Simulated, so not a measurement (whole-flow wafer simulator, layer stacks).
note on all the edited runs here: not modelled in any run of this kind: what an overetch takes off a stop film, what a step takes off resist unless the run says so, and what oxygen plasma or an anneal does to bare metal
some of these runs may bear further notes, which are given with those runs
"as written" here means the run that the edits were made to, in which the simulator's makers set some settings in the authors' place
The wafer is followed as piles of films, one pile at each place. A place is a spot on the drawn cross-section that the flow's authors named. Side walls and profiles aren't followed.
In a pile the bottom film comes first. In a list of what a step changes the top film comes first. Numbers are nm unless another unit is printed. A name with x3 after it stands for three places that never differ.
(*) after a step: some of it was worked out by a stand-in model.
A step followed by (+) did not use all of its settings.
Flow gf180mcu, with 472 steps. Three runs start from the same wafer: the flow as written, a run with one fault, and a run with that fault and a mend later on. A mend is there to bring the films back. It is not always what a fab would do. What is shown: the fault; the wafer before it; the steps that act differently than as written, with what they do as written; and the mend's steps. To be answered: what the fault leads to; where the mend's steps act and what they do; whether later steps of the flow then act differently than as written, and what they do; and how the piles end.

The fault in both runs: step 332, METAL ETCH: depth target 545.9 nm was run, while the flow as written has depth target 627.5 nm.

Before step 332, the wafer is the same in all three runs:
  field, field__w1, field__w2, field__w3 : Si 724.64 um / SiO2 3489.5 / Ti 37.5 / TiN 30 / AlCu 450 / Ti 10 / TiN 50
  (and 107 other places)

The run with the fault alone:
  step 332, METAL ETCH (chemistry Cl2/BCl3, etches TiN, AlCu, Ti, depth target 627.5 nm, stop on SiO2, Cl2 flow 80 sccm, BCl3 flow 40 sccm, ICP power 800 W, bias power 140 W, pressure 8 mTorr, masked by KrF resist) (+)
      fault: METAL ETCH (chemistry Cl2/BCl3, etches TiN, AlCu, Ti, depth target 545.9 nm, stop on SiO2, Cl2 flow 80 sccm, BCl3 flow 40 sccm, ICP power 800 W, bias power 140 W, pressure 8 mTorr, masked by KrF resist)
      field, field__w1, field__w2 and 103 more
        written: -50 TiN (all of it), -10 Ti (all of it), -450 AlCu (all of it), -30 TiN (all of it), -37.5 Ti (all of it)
        fault: -50 TiN (all of it), -10 Ti (all of it), -450 AlCu (all of it), -30 TiN (all of it), -5.9 Ti
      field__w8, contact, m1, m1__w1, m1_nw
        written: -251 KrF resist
        fault: -218.4 KrF resist
  Steps further on in the flow that do not act as written:
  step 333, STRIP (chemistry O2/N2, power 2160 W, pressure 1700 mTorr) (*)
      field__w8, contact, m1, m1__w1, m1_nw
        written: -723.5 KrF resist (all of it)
        fault: -756.2 KrF resist (all of it)
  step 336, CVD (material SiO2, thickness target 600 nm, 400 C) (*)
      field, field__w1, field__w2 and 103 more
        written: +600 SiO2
        fault: +600 SiO2 (new film)
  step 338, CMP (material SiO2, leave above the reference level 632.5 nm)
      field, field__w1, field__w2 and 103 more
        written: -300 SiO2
        fault: -331.6 SiO2
  The piles end different from the flow's at field, field__w1, field__w2 and 104 more by more than 2% or 0.5 nm, whichever is larger.
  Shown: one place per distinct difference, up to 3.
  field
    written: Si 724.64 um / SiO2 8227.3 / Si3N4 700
    fault: Si 724.64 um / SiO2 3489.5 / Ti 31.6 / SiO2 4706.2 / Si3N4 700
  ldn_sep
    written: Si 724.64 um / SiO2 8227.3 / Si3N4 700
    fault: Si 724.64 um / SiO2 3489.4 / Ti 31.6 / SiO2 4706.2 / Si3N4 700
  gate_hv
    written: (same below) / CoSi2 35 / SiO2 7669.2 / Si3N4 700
    fault: (same below) / CoSi2 35 / SiO2 2931.3 / Ti 31.6 / SiO2 4706.2 / Si3N4 700

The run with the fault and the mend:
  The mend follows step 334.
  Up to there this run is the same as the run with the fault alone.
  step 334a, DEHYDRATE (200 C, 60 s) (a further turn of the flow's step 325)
      alters no film at any place that is followed
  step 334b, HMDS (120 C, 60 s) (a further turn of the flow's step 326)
      alters no film at any place that is followed
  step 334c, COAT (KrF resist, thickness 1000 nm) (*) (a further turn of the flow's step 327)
      iso_ptap_pw, iso_ntap_nw, iso_nw_fld and 33 more
        +1000 KrF resist (new film)
      field__w7, field__w11, field__w13 and 10 more
        +1003.5 KrF resist (new film)
      field_sub__w4, ld_sd_p, ld_gate_p, ld_acc_p, ld_fp_p, ld_drift_p, ld_drn_p, ld_body_p_dnw
        +1003.1 KrF resist (new film)
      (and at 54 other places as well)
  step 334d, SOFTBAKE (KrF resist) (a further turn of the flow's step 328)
      alters no film at any place that is followed
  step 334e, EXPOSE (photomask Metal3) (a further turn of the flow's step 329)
      alters no film at any place that is followed
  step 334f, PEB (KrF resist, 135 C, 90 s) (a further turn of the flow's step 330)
      field__w1, field__w2, field__w3 and 55 more
        -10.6 KrF resist
      iso_ptap_pw, iso_ntap_nw, iso_nw_fld and 33 more
        -10.5 KrF resist
      gate_hv, sd_p, nw_enc_fld_lv__w3, polyc_n, polyc_n_rim
        -10.7 KrF resist
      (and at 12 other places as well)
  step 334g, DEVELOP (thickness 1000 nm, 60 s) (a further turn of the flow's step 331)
      iso_ptap_pw, iso_ntap_nw, iso_nw_fld and 33 more
        -989.5 KrF resist (all of it)
      field__w11, field__w13, p_well and 8 more
        -992.9 KrF resist (all of it)
      field__w2, field__w3, field__w7 and 6 more
        -993 KrF resist (all of it)
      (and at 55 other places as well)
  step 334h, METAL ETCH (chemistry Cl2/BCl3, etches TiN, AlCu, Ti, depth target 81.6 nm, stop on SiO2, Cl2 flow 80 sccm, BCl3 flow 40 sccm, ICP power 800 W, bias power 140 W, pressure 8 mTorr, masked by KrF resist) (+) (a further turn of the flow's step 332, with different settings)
      field, field__w1, field__w2 and 103 more
        -31.6 Ti (all of it)
      field__w8, contact, m1, m1__w1, m1_nw
        -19 KrF resist
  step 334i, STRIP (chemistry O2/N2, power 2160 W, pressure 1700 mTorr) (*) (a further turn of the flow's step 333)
      field__w8
        -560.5 KrF resist (all of it)
      contact
        -558.4 KrF resist (all of it)
      m1
        -561.8 KrF resist (all of it)
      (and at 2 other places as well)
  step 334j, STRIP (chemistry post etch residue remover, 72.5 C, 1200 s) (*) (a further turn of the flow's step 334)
      field__w8, contact, m1, m1__w1, m1_nw
        -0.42 TiN
  Every later step of the flow that is run acts as written, at every place that is followed, to within 2% or 0.5 nm, whichever is larger.
  When the end is reached, the piles differ only a little from the flow's at the places that both follow, at most by 2% or 0.5 nm, whichever is larger.
